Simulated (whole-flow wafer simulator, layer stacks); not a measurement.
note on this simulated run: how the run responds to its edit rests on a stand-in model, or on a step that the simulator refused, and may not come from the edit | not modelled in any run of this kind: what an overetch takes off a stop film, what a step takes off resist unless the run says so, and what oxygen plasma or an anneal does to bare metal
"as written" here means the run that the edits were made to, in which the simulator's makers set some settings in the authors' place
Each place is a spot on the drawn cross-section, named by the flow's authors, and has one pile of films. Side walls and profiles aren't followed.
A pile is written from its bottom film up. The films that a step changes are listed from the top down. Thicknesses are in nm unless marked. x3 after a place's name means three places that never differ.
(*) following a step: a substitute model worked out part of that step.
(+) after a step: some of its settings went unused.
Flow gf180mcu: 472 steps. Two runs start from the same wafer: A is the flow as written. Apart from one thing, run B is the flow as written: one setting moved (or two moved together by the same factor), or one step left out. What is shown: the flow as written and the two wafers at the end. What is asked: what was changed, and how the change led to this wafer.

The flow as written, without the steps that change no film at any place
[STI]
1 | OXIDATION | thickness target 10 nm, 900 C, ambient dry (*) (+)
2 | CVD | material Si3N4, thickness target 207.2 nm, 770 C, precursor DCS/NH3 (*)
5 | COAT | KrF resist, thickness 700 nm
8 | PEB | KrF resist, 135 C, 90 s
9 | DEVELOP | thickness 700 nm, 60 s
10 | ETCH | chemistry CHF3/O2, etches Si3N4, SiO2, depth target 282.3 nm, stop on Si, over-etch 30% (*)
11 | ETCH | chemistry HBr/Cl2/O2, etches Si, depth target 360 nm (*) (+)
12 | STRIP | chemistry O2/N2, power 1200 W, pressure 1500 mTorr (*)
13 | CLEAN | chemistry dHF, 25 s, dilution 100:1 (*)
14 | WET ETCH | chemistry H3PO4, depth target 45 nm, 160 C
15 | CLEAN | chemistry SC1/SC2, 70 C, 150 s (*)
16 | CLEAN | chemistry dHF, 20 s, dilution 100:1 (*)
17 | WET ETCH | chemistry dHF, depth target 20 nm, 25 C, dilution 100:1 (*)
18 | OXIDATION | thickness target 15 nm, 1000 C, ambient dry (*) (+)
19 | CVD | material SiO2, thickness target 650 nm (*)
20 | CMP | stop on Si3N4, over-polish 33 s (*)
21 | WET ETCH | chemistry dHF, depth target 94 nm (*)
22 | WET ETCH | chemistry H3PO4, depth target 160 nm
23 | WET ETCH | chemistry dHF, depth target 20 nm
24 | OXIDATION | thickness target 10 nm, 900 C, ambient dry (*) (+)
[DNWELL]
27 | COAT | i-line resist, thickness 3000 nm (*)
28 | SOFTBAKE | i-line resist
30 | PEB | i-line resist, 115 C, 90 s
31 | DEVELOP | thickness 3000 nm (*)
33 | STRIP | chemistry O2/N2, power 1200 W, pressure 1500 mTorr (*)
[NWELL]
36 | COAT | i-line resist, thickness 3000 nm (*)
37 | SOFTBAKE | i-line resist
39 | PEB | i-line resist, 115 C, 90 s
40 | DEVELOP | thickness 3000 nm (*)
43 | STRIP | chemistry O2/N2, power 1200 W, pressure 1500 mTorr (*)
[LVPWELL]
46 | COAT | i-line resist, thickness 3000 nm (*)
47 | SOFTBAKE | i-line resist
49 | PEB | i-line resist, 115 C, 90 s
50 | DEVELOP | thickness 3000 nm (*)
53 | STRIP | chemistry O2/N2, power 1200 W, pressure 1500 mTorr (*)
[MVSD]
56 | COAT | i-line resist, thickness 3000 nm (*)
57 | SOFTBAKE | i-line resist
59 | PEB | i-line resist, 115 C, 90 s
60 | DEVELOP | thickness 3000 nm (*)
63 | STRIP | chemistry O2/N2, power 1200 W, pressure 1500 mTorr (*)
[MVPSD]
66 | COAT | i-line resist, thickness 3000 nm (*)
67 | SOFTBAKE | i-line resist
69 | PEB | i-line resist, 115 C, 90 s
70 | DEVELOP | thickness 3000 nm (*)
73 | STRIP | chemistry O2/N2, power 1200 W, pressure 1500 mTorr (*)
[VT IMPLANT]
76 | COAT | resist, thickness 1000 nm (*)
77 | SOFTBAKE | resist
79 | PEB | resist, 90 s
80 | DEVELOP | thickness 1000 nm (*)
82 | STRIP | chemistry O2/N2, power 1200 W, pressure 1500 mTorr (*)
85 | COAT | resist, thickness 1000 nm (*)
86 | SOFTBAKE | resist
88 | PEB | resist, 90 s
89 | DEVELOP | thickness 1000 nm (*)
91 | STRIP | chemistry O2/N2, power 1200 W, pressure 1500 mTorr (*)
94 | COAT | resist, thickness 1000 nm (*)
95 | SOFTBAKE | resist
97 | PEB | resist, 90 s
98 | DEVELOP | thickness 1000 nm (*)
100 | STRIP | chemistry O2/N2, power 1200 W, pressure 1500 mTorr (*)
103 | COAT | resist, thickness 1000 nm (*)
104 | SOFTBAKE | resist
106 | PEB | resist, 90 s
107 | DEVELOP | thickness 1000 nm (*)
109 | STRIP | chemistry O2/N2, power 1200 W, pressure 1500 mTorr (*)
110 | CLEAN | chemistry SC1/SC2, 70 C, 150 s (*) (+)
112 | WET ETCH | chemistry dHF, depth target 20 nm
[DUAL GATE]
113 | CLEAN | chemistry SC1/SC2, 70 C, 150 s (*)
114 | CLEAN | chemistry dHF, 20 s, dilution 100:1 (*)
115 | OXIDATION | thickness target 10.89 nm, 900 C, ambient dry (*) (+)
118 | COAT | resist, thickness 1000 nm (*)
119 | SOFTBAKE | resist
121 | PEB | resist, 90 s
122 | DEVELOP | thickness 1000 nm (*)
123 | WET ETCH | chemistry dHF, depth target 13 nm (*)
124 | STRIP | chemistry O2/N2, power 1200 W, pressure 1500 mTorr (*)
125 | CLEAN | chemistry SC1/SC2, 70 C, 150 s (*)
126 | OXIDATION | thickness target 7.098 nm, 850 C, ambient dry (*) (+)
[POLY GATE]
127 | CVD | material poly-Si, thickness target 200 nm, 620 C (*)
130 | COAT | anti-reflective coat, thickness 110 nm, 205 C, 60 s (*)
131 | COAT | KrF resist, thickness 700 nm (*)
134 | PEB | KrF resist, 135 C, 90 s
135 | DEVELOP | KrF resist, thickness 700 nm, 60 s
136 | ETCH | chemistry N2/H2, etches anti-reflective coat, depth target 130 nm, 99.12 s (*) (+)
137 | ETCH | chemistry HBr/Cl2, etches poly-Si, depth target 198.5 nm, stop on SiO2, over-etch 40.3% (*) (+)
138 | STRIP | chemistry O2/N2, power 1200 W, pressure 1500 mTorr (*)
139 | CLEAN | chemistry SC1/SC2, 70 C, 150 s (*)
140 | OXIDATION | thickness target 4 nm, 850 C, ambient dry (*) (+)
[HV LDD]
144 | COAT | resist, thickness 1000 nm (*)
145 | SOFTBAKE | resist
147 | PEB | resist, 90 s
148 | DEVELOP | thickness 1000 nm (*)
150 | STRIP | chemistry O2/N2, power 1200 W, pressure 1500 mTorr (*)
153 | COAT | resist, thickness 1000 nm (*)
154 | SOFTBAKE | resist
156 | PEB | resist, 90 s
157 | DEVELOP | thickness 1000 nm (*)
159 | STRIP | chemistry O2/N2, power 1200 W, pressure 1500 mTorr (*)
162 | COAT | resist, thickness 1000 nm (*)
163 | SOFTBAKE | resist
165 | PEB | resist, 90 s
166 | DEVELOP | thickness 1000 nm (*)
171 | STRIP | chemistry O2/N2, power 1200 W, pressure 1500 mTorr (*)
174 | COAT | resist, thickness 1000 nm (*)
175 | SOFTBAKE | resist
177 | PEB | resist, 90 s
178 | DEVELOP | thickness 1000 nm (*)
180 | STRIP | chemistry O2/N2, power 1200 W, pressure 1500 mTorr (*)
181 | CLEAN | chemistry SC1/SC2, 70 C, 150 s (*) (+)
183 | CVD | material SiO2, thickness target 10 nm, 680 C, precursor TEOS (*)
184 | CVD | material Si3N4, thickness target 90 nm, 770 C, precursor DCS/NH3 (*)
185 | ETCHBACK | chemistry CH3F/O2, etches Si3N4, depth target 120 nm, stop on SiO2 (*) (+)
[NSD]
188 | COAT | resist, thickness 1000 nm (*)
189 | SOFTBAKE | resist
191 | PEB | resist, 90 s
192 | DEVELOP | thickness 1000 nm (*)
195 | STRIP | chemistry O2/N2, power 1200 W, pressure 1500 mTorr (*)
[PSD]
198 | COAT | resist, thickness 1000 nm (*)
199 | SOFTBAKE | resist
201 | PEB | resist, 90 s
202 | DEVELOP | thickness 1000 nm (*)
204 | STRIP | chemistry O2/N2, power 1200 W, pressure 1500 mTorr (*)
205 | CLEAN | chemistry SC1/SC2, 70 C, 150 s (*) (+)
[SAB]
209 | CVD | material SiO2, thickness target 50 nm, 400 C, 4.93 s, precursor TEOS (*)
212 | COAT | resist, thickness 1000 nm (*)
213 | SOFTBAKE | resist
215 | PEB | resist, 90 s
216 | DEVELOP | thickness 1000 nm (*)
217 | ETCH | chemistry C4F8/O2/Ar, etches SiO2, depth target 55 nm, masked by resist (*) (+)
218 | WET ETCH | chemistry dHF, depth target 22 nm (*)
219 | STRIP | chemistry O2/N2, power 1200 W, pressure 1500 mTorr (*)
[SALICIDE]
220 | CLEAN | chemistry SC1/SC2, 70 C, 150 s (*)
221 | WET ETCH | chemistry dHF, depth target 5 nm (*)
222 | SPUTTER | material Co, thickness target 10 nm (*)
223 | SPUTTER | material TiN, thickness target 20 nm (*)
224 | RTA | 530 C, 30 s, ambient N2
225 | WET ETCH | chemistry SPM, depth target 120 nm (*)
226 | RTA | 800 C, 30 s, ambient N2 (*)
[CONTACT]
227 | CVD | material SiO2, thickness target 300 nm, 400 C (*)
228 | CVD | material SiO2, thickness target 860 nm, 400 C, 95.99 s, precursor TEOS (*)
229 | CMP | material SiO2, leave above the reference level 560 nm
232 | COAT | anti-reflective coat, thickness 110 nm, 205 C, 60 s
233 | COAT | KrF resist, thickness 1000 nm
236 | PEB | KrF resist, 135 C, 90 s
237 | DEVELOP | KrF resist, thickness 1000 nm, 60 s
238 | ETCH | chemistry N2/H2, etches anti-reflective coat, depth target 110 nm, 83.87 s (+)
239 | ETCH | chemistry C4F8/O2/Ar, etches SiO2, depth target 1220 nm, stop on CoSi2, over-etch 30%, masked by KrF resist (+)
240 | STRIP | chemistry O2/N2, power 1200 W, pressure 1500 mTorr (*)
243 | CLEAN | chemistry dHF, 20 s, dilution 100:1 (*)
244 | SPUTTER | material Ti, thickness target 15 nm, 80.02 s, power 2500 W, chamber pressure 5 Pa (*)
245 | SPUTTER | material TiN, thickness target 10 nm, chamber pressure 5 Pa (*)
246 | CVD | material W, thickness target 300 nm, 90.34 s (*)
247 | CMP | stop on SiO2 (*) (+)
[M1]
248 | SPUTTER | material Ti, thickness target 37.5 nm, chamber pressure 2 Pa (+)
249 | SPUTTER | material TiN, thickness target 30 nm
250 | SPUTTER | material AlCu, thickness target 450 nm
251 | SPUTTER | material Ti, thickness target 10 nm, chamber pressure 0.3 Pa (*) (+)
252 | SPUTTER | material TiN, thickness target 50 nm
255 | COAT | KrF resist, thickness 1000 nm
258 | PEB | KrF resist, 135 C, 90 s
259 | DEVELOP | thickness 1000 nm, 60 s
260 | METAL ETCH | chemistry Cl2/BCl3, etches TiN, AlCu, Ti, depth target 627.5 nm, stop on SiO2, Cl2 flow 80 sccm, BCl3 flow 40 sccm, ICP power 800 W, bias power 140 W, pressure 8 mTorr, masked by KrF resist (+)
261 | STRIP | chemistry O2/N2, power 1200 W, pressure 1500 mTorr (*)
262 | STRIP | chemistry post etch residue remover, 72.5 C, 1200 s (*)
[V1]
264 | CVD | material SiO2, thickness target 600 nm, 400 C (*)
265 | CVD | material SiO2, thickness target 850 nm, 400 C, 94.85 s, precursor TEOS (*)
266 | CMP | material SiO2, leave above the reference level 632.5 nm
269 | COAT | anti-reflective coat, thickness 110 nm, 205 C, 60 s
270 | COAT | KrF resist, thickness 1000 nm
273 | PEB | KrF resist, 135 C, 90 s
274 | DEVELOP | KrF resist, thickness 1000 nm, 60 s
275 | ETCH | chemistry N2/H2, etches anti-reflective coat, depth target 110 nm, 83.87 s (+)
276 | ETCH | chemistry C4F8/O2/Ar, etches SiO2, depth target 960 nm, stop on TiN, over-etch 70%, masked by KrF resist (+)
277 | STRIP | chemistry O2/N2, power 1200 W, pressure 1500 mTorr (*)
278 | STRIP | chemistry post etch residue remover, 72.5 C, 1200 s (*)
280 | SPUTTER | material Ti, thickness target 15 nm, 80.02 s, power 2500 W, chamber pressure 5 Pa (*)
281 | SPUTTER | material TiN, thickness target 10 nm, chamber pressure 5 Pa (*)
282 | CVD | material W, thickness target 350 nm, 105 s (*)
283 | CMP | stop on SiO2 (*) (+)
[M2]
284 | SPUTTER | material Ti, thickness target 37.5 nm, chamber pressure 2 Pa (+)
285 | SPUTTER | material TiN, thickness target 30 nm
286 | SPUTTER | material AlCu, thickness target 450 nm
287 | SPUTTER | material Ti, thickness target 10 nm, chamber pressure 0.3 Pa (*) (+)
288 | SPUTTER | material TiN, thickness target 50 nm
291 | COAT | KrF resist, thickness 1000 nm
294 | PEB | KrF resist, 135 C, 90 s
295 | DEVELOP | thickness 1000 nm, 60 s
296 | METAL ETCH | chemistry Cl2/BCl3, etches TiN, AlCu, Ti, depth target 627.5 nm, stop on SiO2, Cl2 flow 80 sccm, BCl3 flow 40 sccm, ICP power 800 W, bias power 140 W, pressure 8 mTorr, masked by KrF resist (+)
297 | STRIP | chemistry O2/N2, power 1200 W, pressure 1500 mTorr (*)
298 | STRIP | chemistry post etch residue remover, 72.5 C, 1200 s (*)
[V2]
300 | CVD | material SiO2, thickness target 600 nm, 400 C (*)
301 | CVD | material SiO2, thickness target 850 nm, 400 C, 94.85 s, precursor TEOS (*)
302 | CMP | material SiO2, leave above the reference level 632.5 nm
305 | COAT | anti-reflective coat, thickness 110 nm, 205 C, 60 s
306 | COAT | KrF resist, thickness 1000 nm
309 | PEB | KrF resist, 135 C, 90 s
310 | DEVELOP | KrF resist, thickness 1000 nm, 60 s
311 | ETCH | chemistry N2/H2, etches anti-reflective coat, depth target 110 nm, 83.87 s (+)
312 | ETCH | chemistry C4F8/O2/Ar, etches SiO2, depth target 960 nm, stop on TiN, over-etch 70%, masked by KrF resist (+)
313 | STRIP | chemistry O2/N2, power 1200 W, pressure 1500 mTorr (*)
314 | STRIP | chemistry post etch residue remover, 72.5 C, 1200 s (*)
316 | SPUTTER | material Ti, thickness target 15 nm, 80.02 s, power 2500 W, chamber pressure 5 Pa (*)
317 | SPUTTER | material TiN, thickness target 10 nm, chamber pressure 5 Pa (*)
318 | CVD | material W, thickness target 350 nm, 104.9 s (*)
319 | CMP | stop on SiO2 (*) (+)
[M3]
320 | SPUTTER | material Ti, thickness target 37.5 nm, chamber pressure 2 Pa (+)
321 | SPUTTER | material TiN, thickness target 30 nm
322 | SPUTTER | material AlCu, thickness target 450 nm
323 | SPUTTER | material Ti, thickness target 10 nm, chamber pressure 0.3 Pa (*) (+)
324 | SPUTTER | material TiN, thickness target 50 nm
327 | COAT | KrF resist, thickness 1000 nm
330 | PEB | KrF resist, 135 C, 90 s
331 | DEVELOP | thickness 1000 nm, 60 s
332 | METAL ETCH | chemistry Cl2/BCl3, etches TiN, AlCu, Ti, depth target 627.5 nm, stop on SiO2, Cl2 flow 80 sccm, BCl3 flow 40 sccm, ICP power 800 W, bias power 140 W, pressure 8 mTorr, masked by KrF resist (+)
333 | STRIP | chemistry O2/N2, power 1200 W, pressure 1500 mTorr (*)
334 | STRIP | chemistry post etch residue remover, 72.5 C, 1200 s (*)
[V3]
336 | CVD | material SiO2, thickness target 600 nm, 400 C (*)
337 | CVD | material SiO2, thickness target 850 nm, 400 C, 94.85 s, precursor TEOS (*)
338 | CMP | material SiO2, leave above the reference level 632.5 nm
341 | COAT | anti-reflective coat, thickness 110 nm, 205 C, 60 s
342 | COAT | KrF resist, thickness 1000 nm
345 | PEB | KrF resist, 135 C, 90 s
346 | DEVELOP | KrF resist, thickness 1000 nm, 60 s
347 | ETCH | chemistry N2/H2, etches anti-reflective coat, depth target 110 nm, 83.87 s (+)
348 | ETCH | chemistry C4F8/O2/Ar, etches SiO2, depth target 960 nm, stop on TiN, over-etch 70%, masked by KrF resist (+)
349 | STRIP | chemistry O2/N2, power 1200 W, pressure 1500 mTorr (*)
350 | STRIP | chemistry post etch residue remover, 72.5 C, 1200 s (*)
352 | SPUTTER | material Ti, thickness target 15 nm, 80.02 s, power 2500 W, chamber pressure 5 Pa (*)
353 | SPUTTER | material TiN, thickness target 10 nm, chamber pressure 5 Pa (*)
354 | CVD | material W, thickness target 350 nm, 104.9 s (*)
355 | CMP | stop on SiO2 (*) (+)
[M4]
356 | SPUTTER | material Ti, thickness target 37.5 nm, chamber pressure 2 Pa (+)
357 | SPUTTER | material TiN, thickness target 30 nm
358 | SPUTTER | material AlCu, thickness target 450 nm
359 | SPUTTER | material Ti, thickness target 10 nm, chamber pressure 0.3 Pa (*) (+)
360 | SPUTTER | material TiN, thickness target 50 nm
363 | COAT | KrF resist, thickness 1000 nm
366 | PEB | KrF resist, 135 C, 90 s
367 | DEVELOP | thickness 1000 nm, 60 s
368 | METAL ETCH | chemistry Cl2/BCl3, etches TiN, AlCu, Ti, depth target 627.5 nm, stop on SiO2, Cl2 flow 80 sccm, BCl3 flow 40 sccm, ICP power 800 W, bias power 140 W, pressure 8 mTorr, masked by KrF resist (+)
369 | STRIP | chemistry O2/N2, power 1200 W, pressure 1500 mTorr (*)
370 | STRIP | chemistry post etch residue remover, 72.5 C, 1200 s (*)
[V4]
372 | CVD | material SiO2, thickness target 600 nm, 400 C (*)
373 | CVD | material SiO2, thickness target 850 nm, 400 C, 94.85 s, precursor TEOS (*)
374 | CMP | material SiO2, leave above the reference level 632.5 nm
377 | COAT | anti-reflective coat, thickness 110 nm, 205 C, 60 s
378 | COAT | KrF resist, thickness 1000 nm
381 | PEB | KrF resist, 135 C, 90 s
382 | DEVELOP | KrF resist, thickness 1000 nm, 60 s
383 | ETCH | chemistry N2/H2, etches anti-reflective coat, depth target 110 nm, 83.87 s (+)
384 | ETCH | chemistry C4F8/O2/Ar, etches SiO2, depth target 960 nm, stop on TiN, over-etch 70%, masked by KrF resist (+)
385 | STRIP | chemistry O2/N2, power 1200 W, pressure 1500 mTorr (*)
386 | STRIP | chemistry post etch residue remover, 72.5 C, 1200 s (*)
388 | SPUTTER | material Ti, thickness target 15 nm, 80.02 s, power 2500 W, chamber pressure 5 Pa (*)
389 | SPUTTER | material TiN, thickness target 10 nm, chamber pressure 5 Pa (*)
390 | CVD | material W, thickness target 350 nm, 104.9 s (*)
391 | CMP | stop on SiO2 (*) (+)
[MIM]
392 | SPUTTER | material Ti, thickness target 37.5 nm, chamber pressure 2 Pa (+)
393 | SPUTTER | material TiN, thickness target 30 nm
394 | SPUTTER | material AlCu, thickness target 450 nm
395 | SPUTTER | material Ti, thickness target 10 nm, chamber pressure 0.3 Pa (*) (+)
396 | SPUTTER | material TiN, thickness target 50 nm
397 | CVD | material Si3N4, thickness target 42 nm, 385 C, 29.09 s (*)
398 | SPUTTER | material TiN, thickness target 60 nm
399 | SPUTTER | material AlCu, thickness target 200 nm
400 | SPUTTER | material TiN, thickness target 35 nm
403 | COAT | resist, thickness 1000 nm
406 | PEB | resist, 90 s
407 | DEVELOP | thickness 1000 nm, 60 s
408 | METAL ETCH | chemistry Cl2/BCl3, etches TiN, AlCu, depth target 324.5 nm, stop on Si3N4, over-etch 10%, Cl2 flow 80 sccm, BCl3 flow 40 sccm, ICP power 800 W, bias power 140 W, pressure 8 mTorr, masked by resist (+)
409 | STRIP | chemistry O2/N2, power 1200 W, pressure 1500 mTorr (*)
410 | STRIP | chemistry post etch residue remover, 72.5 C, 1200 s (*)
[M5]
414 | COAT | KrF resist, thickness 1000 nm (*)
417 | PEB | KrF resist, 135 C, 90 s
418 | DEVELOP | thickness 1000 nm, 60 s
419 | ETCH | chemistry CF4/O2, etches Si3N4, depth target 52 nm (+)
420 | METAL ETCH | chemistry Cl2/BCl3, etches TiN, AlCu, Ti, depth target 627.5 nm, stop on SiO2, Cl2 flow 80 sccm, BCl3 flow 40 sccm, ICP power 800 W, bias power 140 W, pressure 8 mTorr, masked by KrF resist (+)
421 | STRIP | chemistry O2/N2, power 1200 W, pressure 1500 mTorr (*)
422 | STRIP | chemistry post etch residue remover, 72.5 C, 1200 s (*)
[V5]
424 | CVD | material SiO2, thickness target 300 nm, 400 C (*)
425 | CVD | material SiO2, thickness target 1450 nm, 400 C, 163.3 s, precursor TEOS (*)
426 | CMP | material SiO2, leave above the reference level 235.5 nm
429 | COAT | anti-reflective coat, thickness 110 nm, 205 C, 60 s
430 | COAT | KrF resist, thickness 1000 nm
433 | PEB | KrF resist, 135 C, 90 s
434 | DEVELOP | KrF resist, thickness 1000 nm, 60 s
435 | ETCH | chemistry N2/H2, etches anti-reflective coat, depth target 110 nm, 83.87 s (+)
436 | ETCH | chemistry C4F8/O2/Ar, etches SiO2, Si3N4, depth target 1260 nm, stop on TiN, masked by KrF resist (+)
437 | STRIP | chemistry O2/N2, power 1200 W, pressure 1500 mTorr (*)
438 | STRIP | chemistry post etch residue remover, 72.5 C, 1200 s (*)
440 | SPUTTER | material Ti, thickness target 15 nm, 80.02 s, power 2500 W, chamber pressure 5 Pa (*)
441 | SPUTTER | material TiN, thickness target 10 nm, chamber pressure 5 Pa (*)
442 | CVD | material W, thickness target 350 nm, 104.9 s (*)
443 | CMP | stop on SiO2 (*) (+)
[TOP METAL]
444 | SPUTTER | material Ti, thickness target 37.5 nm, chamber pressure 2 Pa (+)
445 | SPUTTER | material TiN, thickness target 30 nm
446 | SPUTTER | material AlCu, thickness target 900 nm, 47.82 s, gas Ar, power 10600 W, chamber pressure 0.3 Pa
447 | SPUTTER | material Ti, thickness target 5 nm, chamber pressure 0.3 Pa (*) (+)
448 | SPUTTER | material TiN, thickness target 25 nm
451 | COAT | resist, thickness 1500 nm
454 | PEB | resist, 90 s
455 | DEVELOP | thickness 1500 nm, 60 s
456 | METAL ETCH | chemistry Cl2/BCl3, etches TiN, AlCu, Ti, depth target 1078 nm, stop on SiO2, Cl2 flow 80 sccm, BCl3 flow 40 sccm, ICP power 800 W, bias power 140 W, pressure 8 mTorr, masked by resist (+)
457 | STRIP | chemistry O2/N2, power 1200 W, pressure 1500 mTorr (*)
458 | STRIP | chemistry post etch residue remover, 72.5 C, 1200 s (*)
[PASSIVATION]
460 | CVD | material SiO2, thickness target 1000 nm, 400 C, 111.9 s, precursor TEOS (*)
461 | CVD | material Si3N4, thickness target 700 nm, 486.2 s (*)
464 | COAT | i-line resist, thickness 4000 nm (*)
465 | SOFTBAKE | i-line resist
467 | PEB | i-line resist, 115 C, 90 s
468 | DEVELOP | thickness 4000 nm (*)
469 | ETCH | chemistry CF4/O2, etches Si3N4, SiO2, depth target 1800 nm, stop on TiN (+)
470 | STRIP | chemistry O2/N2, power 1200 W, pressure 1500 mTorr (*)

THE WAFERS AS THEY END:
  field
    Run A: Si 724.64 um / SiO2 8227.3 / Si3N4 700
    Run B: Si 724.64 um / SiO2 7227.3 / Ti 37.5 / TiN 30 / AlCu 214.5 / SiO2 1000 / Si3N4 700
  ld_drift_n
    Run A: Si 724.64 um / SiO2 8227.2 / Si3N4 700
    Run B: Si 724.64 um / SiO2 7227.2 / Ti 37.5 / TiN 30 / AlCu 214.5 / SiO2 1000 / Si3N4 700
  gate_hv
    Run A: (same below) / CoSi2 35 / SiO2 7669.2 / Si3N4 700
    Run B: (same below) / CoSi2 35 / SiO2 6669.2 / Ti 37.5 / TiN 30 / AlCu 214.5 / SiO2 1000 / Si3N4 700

The reason: step 446, SPUTTER: 66.95 s was run, whereas the flow has 47.82 s.

The path from the change to this, step by step:
  446 | SPUTTER | material AlCu, thickness target 900 nm, 47.82 s, gas Ar, power 10600 W, chamber pressure 0.3 Pa
      field, field__w1, field__w2 and 109 more: A AlCu gains 900 (new film) | B AlCu gains 1267.7 (new film)
  456 | METAL ETCH | chemistry Cl2/BCl3, etches TiN, AlCu, Ti, depth target 1078 nm, stop on SiO2, Cl2 flow 80 sccm, BCl3 flow 40 sccm, ICP power 800 W, bias power 140 W, pressure 8 mTorr, masked by resist (+)
      field, field__w1, field__w2 and 103 more: A TiN loses 25 (all of it), Ti loses 5 (all of it), AlCu loses 900 (all of it), TiN loses 30 (all of it), Ti loses 37.5 (all of it) | B TiN loses 25 (all of it), Ti loses 5 (all of it), AlCu loses 1047.5
  458 | STRIP | chemistry post etch residue remover, 72.5 C, 1200 s (*)
      field, field__w1, field__w2 and 103 more: A nothing | B AlCu loses 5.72
  460 | CVD | material SiO2, thickness target 1000 nm, 400 C, 111.9 s, precursor TEOS (*)
      field, field__w1, field__w2 and 103 more: A SiO2 gains 1000 | B SiO2 gains 1000 (new film)
  464 | COAT | i-line resist, thickness 4000 nm (*)
      field__w8: A i-line resist gains 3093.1 (new film) | B i-line resist gains 3018.1 (new film)
      contact: A i-line resist gains 3153.6 (new film) | B i-line resist gains 3059.2 (new film)
      (as well as at 4 more places)
  465 | SOFTBAKE | i-line resist
      field__w5, field__w9: A i-line resist gains 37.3 | B i-line resist gains 34.2
      field__w11, field__w13: A i-line resist gains 37.9 | B i-line resist gains 35.5
      (as well as at 56 more places)
  467 | PEB | i-line resist, 115 C, 90 s
      field__w8, m1__w1: A i-line resist loses 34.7 | B i-line resist loses 33.3
      contact, m1: A i-line resist loses 35.1 | B i-line resist loses 33.6
      (as well as at 2 more places)
  468 | DEVELOP | thickness 4000 nm (*)
      pad: A i-line resist loses 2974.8 (all of it) | B i-line resist loses 2889.9 (all of it)
  470 | STRIP | chemistry O2/N2, power 1200 W, pressure 1500 mTorr (*)
      field__w8, m1__w1: A i-line resist loses 1787.7 (all of it) | B i-line resist loses 1705.3 (all of it)
      contact: A i-line resist loses 1811.2 (all of it) | B i-line resist loses 1722 (all of it)
      (as well as at 2 more places)
Taking metal films that touch as one body, field has 1 body; the flow as written gives 0 bodies.
Taking metal films that touch as one body, ld_drift_n has 1 body; the flow as written gives 0 bodies.
Taking metal films that touch as one body, gate_hv has 2 bodies (between them, from the top down: SiO2 6669.2); the flow as written gives 1 body.
